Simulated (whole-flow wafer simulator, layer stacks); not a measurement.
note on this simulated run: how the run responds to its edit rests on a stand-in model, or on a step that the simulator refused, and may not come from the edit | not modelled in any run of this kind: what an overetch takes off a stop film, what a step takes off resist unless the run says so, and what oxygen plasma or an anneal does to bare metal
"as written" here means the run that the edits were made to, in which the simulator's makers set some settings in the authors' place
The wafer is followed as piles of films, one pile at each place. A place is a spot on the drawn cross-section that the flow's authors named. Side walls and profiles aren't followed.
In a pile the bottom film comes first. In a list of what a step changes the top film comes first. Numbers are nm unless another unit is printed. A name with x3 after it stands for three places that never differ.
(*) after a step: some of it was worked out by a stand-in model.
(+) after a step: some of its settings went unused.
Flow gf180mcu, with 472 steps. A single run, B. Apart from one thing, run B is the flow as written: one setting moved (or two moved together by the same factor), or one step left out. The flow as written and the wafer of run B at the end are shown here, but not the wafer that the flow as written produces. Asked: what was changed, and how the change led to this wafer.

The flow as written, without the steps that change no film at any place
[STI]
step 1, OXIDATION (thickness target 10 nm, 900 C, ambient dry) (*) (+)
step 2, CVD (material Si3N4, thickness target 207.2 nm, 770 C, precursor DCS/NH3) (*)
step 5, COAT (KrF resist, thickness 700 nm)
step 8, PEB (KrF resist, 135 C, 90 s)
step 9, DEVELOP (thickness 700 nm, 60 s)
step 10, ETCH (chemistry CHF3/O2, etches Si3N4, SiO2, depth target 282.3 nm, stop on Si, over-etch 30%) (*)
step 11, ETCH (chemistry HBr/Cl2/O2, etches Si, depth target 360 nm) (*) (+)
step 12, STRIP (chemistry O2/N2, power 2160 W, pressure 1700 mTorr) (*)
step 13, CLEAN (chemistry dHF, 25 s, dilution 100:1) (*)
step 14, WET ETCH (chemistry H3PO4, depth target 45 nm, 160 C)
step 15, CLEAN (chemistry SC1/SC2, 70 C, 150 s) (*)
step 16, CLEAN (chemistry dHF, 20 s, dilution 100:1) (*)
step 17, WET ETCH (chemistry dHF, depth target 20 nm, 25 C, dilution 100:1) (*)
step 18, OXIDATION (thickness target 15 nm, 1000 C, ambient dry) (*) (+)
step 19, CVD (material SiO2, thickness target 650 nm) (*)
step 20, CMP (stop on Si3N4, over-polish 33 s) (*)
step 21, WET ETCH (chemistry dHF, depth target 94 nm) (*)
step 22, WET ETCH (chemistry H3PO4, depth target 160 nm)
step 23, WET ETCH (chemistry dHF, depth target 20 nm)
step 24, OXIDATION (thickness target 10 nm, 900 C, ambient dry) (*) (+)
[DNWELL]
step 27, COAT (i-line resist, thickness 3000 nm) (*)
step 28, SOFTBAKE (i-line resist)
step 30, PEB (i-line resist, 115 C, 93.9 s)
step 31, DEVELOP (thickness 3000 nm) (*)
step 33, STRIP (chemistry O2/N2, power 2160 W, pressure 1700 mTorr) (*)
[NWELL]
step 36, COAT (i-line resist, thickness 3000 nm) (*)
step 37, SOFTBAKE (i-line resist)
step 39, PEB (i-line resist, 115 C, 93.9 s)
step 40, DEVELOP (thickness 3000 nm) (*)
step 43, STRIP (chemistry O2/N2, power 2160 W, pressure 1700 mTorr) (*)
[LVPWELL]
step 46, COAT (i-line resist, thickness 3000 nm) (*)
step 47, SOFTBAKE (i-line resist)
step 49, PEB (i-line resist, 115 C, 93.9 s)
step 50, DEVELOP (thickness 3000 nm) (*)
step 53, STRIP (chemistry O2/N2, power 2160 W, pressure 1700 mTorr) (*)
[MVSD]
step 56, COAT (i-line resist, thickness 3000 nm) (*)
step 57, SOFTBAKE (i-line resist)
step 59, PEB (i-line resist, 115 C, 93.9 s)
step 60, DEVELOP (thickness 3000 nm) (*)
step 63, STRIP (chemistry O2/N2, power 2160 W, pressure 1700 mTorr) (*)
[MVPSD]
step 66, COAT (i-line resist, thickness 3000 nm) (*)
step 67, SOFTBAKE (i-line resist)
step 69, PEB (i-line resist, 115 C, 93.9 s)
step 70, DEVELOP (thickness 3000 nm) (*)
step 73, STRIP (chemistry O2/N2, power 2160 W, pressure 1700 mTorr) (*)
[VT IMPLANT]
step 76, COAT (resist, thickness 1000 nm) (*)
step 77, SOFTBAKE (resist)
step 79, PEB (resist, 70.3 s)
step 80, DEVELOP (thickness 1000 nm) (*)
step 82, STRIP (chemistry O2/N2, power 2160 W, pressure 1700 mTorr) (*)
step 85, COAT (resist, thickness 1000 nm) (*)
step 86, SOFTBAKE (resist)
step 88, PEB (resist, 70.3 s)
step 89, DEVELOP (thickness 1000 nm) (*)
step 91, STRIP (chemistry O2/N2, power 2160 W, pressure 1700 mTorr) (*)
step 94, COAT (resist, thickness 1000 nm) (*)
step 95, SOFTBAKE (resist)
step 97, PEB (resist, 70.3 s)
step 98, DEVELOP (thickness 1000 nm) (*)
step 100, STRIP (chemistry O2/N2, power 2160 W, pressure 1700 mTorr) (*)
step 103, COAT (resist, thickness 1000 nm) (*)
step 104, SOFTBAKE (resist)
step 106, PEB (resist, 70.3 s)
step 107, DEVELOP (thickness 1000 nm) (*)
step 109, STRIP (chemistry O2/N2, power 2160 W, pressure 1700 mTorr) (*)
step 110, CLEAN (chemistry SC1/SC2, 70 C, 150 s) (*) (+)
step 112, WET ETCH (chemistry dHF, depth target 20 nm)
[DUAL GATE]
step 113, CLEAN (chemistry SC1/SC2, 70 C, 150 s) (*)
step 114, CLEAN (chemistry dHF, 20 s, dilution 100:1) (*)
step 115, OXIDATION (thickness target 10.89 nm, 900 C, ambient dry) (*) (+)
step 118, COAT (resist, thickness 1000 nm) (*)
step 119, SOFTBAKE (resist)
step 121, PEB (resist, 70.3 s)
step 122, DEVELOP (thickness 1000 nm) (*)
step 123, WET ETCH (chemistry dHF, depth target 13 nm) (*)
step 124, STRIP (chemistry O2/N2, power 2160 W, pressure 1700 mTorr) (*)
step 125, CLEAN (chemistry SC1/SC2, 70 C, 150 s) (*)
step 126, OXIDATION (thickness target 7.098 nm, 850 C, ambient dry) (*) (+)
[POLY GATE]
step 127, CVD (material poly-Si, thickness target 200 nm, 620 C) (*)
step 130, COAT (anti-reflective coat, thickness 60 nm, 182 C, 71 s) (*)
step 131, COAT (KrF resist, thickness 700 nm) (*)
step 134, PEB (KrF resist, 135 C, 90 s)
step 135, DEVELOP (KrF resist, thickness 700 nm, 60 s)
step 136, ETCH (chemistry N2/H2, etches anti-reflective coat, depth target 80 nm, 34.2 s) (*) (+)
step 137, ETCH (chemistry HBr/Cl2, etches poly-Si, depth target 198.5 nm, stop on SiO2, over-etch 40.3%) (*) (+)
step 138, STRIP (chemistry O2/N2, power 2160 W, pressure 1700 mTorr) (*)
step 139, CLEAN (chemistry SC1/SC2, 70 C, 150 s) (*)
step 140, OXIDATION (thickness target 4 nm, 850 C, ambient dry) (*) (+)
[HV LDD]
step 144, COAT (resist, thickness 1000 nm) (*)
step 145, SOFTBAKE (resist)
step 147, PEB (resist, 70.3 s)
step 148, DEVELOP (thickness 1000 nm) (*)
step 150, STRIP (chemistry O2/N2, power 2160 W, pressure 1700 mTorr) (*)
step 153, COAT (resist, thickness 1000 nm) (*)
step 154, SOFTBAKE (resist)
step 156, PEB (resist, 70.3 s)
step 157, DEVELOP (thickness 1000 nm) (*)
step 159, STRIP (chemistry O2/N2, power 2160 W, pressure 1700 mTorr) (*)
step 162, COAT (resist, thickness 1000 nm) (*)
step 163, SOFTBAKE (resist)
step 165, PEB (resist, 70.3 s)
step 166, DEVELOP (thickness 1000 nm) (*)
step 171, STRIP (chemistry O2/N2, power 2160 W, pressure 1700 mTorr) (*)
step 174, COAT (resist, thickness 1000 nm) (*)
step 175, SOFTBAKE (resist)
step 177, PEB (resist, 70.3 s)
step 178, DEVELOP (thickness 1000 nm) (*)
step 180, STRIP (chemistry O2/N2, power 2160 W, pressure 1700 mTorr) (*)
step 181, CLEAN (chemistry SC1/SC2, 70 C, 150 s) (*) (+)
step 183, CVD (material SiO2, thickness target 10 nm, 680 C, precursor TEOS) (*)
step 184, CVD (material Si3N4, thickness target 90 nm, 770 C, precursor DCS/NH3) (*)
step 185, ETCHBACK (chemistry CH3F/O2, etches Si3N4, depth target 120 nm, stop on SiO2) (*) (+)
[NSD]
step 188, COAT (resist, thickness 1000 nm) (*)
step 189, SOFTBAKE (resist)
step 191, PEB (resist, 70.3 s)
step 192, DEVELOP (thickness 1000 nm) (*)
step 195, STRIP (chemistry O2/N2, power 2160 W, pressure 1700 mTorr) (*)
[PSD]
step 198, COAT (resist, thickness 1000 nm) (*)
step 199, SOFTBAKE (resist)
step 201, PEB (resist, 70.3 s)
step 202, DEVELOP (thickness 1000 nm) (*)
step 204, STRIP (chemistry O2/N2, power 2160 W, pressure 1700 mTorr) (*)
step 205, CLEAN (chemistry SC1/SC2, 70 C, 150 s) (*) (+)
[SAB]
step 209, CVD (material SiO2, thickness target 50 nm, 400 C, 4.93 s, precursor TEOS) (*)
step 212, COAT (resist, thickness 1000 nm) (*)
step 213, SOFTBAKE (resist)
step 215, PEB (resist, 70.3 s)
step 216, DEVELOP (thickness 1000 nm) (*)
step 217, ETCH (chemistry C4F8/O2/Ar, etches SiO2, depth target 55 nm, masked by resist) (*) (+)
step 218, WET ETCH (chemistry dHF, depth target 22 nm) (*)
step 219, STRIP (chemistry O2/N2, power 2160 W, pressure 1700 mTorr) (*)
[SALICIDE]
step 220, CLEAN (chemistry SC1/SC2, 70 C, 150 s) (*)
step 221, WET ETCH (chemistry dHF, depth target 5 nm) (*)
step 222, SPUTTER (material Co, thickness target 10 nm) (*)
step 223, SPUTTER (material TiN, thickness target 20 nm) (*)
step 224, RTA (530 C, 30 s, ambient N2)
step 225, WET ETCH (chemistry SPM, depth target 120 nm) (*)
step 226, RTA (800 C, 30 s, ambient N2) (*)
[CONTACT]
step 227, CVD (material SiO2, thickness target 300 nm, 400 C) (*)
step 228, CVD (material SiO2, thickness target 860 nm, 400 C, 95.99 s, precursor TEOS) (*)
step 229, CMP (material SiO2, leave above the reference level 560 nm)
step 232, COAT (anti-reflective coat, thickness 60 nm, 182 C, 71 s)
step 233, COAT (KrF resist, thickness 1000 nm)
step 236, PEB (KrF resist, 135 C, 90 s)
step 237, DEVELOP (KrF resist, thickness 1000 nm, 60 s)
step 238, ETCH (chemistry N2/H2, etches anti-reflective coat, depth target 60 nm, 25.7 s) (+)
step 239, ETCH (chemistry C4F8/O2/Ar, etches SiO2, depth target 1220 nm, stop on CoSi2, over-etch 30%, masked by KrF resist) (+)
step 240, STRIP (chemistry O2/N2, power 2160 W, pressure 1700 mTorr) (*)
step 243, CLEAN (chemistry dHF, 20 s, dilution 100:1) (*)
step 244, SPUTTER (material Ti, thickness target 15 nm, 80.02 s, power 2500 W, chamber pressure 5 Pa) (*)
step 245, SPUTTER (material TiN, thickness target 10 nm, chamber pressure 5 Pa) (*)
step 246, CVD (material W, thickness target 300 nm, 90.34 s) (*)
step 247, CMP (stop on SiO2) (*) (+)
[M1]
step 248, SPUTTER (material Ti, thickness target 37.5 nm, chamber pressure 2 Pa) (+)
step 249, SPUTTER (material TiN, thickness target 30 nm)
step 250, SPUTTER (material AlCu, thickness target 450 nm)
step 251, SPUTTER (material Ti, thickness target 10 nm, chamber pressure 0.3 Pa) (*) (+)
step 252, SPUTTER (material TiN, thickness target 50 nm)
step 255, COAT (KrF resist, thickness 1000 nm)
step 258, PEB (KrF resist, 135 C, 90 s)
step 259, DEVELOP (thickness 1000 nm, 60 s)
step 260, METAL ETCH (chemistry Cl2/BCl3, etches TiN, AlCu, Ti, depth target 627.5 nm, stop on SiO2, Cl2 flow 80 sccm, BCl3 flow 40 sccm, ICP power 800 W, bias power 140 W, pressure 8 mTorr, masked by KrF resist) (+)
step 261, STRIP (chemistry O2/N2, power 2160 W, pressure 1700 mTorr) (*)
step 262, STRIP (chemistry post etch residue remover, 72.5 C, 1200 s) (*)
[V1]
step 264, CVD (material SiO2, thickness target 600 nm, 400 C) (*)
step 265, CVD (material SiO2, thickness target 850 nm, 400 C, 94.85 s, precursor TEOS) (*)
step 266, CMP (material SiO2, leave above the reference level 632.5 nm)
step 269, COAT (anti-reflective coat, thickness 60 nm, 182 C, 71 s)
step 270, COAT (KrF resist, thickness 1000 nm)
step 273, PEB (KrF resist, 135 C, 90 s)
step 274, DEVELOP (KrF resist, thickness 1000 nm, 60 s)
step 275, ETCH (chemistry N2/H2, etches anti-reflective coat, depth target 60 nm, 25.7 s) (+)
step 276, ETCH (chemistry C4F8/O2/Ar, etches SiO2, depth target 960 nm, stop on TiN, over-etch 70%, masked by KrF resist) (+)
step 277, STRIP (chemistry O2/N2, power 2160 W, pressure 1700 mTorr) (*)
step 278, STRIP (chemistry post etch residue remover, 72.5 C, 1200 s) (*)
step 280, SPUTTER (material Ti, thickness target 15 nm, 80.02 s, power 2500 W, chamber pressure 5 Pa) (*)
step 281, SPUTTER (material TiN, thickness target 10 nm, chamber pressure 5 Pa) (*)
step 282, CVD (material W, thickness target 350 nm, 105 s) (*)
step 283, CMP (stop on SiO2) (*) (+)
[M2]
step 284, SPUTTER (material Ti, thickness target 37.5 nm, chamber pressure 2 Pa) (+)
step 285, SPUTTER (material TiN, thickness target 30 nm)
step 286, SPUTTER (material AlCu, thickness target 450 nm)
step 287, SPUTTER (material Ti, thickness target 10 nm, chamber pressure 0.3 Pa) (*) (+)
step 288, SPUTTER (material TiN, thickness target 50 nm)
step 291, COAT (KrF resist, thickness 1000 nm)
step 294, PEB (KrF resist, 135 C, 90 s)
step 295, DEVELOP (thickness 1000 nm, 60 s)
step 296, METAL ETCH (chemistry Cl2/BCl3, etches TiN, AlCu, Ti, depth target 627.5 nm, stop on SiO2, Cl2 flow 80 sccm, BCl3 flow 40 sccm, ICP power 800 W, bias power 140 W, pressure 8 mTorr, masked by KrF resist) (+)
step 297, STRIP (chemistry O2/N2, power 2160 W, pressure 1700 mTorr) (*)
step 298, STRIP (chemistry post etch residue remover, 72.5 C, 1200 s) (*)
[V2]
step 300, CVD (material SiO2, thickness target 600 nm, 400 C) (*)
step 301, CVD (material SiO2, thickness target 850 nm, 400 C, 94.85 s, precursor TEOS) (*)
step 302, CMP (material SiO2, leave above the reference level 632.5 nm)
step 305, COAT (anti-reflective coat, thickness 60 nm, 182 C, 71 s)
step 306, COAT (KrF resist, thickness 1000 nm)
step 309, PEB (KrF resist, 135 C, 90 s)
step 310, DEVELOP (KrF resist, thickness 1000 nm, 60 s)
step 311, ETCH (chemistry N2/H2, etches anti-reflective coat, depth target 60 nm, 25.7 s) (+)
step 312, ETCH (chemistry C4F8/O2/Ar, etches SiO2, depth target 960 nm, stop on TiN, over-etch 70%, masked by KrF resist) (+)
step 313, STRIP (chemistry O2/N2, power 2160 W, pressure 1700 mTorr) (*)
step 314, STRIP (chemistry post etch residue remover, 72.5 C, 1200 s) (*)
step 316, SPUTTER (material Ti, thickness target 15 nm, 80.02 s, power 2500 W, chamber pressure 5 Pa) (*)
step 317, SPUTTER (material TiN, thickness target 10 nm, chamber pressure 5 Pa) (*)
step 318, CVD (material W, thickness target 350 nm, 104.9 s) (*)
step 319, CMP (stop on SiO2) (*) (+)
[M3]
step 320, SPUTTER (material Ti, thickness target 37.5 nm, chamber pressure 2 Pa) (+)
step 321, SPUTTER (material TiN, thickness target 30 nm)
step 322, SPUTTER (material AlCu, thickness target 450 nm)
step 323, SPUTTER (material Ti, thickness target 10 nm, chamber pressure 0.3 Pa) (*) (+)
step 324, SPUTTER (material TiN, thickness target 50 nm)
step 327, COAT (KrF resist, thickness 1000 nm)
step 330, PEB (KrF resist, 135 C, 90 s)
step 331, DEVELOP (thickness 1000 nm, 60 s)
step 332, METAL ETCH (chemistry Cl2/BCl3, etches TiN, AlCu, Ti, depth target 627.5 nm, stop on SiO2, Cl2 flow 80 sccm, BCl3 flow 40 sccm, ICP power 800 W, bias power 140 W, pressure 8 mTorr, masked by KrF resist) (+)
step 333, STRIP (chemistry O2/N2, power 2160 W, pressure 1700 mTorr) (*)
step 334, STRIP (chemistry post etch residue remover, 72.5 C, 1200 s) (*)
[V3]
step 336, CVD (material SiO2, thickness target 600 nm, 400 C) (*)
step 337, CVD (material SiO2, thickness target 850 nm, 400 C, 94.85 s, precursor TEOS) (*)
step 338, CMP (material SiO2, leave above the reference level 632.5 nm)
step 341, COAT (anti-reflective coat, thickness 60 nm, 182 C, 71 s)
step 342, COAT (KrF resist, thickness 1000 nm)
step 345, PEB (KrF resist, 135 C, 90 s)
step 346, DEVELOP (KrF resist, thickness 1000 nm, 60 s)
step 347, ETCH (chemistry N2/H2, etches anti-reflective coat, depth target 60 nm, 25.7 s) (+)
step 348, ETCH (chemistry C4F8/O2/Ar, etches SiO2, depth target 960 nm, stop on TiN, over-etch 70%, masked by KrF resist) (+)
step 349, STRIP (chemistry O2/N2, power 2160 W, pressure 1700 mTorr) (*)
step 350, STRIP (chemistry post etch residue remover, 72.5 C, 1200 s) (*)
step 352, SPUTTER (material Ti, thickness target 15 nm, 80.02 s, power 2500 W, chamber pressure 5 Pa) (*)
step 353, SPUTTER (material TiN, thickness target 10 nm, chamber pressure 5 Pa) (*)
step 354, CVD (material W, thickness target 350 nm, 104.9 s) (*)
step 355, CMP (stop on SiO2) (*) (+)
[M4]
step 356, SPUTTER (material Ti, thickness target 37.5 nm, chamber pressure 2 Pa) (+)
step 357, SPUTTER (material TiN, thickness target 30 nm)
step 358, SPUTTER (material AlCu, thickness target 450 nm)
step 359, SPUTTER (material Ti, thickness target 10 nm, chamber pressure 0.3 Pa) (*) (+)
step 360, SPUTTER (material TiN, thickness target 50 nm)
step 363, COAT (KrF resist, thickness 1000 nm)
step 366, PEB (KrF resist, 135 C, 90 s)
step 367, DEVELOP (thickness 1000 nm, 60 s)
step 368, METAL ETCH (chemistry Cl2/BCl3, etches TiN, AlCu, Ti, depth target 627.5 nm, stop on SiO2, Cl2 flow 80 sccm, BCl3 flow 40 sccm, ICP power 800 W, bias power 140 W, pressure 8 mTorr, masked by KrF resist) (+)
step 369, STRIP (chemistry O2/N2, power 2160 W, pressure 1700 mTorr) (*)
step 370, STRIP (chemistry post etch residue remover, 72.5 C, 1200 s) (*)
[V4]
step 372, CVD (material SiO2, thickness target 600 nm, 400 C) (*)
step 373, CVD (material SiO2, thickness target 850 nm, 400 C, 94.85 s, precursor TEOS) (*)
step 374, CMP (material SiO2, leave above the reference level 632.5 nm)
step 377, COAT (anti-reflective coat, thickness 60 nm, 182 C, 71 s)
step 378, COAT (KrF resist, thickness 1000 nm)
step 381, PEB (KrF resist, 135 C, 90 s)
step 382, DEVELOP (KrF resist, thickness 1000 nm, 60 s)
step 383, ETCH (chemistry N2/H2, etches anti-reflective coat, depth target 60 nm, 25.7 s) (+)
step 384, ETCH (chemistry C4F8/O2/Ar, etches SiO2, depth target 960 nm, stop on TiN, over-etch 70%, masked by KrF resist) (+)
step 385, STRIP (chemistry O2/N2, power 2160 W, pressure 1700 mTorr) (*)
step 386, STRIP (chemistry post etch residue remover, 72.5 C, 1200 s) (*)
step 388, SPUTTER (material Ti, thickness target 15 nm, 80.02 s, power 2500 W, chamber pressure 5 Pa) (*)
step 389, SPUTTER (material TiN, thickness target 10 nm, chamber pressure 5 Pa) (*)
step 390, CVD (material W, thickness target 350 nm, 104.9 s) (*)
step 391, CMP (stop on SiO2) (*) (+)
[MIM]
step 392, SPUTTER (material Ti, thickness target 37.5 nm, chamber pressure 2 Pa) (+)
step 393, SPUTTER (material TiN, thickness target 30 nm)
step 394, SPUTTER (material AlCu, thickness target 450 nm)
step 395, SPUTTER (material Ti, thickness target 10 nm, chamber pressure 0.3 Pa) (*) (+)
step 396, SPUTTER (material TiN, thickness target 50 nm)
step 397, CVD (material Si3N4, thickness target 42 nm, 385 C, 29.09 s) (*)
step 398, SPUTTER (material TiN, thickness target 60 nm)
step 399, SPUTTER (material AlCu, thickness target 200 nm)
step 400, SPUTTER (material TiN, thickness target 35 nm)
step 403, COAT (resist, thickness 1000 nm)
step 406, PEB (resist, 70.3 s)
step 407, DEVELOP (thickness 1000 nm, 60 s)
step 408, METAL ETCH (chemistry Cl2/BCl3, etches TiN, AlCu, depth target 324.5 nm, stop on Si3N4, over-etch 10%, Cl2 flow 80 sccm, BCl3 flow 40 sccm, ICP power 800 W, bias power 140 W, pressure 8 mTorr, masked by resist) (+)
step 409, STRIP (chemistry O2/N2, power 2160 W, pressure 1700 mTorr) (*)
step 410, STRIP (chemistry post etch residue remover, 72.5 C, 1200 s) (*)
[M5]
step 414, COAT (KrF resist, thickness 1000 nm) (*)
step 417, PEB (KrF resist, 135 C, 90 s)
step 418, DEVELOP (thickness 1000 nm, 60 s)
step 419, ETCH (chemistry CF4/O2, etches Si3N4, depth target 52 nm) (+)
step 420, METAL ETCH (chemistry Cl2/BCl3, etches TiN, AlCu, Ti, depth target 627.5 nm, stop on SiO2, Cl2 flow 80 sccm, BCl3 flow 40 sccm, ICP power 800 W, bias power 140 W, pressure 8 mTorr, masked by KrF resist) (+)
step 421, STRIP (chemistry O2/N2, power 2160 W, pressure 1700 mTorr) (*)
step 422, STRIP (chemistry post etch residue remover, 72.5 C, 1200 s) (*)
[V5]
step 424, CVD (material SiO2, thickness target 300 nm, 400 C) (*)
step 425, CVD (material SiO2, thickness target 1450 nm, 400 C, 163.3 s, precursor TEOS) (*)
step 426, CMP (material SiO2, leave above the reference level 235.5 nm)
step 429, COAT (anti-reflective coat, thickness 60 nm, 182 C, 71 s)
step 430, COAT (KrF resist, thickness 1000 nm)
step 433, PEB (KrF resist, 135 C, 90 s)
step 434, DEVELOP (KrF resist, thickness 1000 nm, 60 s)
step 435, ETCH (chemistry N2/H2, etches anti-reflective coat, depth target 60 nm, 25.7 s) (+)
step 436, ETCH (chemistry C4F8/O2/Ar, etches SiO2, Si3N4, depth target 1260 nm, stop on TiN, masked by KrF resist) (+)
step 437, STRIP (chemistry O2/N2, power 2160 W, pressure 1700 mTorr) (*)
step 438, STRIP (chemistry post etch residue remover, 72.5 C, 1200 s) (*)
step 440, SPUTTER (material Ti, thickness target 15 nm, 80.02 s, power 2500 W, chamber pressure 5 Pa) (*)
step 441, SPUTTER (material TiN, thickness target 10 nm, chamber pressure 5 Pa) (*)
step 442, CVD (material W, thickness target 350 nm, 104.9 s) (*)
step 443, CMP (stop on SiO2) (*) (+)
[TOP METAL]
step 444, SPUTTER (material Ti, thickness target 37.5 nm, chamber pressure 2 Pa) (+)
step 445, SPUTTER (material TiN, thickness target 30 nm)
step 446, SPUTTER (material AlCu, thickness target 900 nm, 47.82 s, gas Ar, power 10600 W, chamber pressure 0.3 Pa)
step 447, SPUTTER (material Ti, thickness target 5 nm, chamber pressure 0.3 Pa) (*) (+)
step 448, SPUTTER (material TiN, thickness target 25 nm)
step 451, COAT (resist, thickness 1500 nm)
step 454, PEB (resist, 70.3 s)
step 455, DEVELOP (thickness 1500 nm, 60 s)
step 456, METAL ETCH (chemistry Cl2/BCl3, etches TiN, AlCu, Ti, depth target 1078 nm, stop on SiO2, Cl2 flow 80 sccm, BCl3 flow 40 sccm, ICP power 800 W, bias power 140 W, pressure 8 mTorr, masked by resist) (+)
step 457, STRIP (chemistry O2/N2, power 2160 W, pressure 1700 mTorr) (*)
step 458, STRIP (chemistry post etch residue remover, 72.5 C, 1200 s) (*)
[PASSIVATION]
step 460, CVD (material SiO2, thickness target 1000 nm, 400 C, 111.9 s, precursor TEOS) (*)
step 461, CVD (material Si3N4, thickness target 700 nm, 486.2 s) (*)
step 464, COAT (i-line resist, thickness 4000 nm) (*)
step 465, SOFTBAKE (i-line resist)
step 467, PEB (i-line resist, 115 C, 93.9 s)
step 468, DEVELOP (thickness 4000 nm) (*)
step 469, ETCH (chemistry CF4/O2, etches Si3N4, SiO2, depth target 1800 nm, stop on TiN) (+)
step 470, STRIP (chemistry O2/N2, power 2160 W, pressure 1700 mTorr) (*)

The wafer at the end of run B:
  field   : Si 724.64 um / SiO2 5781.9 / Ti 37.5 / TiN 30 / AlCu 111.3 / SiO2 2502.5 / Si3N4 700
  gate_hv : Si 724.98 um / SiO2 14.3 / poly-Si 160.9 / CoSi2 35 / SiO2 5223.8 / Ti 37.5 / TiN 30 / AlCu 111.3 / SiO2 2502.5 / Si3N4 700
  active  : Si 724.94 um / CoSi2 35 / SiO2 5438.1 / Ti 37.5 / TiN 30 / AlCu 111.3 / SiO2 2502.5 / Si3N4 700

What caused this: step 394, SPUTTER: thickness target 686 nm was run, while the flow as written has thickness target 450 nm.

The path from the change to this, step by step:
  step 394, SPUTTER (material AlCu, thickness target 450 nm)
      field, field__w1, field__w2 and 108 more: AlCu gains 686 (new film) (as written it would have been: AlCu gains 450 (new film))
  step 420, METAL ETCH (chemistry Cl2/BCl3, etches TiN, AlCu, Ti, depth target 627.5 nm, stop on SiO2, Cl2 flow 80 sccm, BCl3 flow 40 sccm, ICP power 800 W, bias power 140 W, pressure 8 mTorr, masked by KrF resist) (+)
      field, field__w1, field__w2 and 101 more: TiN loses 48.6 (all of it), Ti loses 10 (all of it), AlCu loses 568.9 (as written it would have been: TiN loses 48.6 (all of it), Ti loses 10 (all of it), AlCu loses 450 (all of it), TiN loses 30 (all of it), Ti loses 37.5 (all of it))
  step 422, STRIP (chemistry post etch residue remover, 72.5 C, 1200 s) (*)
      field, field__w1, field__w2 and 101 more: AlCu loses 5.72 (as written it would have been: nothing)
  step 424, CVD (material SiO2, thickness target 300 nm, 400 C) (*)
      field, field__w1, field__w2 and 101 more: SiO2 gains 300 (new film) (as written it would have been: SiO2 gains 300)
  step 426, CMP (material SiO2, leave above the reference level 235.5 nm)
      field, field__w1, field__w5 and 92 more: SiO2 loses 243.7 (as written it would have been: SiO2 loses 300.8)
      field__w2, field__w3, field__w12 and 6 more: SiO2 loses 212.9 (as written it would have been: SiO2 loses 272.7)
Taking metal films that touch as one body, field has 1 body; the flow as written gives 0 bodies.
Taking metal films that touch as one body, gate_hv has 2 bodies (between them, from the top down: SiO2 5223.8); the flow as written gives 1 body.
Taking metal films that touch as one body, active has 2 bodies (between them, from the top down: SiO2 5438.1); the flow as written gives 1 body.
